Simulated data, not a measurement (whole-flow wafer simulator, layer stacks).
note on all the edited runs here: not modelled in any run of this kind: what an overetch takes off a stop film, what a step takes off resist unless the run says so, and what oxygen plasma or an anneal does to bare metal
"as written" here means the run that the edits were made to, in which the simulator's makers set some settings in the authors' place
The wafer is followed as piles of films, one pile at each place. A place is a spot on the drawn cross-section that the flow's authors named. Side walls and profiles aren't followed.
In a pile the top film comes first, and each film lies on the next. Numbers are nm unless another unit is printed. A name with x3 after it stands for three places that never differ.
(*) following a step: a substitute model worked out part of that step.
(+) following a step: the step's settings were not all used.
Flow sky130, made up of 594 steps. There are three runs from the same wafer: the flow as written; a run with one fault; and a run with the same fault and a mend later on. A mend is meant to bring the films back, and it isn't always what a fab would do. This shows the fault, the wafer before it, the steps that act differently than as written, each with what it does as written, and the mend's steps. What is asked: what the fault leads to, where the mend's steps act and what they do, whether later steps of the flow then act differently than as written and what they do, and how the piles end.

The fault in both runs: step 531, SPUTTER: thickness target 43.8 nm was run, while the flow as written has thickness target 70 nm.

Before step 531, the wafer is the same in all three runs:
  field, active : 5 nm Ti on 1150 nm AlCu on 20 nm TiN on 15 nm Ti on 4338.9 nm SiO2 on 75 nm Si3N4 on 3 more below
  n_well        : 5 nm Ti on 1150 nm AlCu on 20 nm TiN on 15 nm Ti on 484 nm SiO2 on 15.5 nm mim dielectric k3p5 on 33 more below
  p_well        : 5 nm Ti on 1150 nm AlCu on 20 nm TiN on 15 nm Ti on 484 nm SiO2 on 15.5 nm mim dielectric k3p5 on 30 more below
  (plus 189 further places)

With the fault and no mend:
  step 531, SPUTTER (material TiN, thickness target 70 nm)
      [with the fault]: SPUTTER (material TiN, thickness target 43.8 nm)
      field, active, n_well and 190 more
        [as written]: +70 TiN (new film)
        [with the fault]: +43.8 TiN (new film)
  Steps further on in the flow that do not act as written (17 other steps are not shown; they differ only slightly, by no more than 2% or 0.5 nm, whichever is larger):
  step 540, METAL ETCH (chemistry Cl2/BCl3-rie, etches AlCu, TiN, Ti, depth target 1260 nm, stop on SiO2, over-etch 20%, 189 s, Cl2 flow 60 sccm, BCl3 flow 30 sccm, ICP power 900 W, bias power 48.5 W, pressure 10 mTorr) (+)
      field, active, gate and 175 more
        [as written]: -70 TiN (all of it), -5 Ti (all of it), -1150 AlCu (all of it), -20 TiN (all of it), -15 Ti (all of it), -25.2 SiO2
        [with the fault]: -43.8 TiN (all of it), -5 Ti (all of it), -1150 AlCu (all of it), -20 TiN (all of it), -15 Ti (all of it), -27.8 SiO2
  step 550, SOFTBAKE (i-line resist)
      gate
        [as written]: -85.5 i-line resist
        [with the fault]: -82.9 i-line resist
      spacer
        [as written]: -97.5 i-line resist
        [with the fault]: -94.5 i-line resist
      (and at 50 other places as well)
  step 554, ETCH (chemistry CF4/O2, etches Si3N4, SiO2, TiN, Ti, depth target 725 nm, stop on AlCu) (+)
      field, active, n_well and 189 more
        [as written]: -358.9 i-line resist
        [with the fault]: -332.7 i-line resist
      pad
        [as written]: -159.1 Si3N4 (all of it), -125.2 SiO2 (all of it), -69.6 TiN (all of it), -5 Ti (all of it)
        [with the fault]: -159.1 Si3N4 (all of it), -125.2 SiO2 (all of it), -43.4 TiN (all of it), -5 Ti (all of it)
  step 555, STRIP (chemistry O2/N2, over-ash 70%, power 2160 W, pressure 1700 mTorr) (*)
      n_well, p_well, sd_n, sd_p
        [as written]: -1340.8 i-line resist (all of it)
        [with the fault]: -1390 i-line resist (all of it)
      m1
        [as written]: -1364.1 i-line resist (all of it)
        [with the fault]: -1412.8 i-line resist (all of it)
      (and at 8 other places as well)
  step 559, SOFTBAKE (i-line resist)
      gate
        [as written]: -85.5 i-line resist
        [with the fault]: -82.9 i-line resist
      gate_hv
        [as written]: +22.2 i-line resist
        [with the fault]: +21.5 i-line resist
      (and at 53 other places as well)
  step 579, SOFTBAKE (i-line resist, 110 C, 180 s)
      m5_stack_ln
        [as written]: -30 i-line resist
        [with the fault]: -29.3 i-line resist
  The piles end different from the flow's at n_well, p_well, sd_n and 11 more by more than 2% or 0.5 nm, whichever is larger.
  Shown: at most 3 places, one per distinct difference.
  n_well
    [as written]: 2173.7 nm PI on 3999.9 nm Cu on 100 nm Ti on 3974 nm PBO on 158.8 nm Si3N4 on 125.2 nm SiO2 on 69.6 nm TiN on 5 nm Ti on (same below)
    [with the fault]: 2176.8 nm PI on 3999.9 nm Cu on 100 nm Ti on 3992.8 nm PBO on 158.8 nm Si3N4 on 125.2 nm SiO2 on 43.4 nm TiN on 5 nm Ti on (same below)
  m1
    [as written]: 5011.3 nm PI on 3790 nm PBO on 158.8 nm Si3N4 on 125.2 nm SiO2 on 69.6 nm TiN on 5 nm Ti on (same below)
    [with the fault]: 5012.6 nm PI on 3811.8 nm PBO on 158.8 nm Si3N4 on 125.2 nm SiO2 on 43.4 nm TiN on 5 nm Ti on (same below)
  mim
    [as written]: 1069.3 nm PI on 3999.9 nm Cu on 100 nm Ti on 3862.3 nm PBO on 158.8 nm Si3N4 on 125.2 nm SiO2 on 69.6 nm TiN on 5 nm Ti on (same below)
    [with the fault]: 1071.6 nm PI on 3999.9 nm Cu on 100 nm Ti on 3882.5 nm PBO on 158.8 nm Si3N4 on 125.2 nm SiO2 on 43.4 nm TiN on 5 nm Ti on (same below)

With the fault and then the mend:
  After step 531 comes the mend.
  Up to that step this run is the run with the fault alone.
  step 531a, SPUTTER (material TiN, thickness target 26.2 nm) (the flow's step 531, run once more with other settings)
      field, active, n_well and 190 more
        +26.2 TiN
  Later steps of the flow that are run all act as written at every place that is followed.
  The piles end the same as the flow's at every place that both follow.
